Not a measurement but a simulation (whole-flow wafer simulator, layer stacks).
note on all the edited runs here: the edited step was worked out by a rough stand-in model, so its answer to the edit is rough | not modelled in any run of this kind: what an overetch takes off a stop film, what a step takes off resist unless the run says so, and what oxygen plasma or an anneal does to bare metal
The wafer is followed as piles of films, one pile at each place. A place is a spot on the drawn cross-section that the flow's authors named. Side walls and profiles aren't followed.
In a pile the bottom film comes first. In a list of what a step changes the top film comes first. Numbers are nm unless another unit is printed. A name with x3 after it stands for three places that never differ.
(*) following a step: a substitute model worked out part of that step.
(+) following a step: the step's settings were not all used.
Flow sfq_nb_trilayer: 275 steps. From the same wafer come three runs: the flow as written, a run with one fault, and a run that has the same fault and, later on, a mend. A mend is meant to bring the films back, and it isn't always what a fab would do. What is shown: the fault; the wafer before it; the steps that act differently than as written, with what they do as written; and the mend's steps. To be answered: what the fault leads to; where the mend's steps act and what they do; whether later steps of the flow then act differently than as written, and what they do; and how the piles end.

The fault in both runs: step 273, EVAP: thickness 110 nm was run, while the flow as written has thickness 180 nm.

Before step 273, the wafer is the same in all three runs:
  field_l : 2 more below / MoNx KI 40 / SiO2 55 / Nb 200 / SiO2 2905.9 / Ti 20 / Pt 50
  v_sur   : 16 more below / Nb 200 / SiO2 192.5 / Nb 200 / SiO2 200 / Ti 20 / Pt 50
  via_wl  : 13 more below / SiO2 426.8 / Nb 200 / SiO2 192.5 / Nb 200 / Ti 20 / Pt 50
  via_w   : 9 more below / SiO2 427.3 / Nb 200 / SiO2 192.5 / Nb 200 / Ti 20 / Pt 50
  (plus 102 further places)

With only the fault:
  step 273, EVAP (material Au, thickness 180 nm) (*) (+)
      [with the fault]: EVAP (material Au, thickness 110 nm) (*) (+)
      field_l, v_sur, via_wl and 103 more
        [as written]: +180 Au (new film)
        [with the fault]: +110 Au (new film)
  Steps later in the flow that act otherwise than as written:
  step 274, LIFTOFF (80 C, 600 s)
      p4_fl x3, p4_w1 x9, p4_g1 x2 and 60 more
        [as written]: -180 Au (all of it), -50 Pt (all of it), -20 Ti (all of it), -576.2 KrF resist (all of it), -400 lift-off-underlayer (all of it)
        [with the fault]: -110 Au (all of it), -50 Pt (all of it), -20 Ti (all of it), -576.2 KrF resist (all of it), -400 lift-off-underlayer (all of it)
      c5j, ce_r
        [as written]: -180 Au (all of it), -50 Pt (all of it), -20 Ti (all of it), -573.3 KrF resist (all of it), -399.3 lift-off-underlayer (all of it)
        [with the fault]: -110 Au (all of it), -50 Pt (all of it), -20 Ti (all of it), -573.3 KrF resist (all of it), -399.3 lift-off-underlayer (all of it)
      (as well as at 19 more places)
  By the end, the piles at field_l, v_sur, via_wl and 8 more depart from the flow's by more than 2% or 0.5 nm, whichever is larger.
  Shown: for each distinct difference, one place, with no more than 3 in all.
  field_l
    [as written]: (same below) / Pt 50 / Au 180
    [with the fault]: (same below) / Pt 50 / Au 110

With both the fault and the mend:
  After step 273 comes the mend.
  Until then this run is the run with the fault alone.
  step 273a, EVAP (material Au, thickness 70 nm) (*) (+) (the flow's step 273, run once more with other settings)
      field_l, v_sur, via_wl and 103 more
        +70 Au
  None of the later steps of the flow acts differently than as written at any place that is followed.
  At every place that both follow, the piles at the end match the flow's.
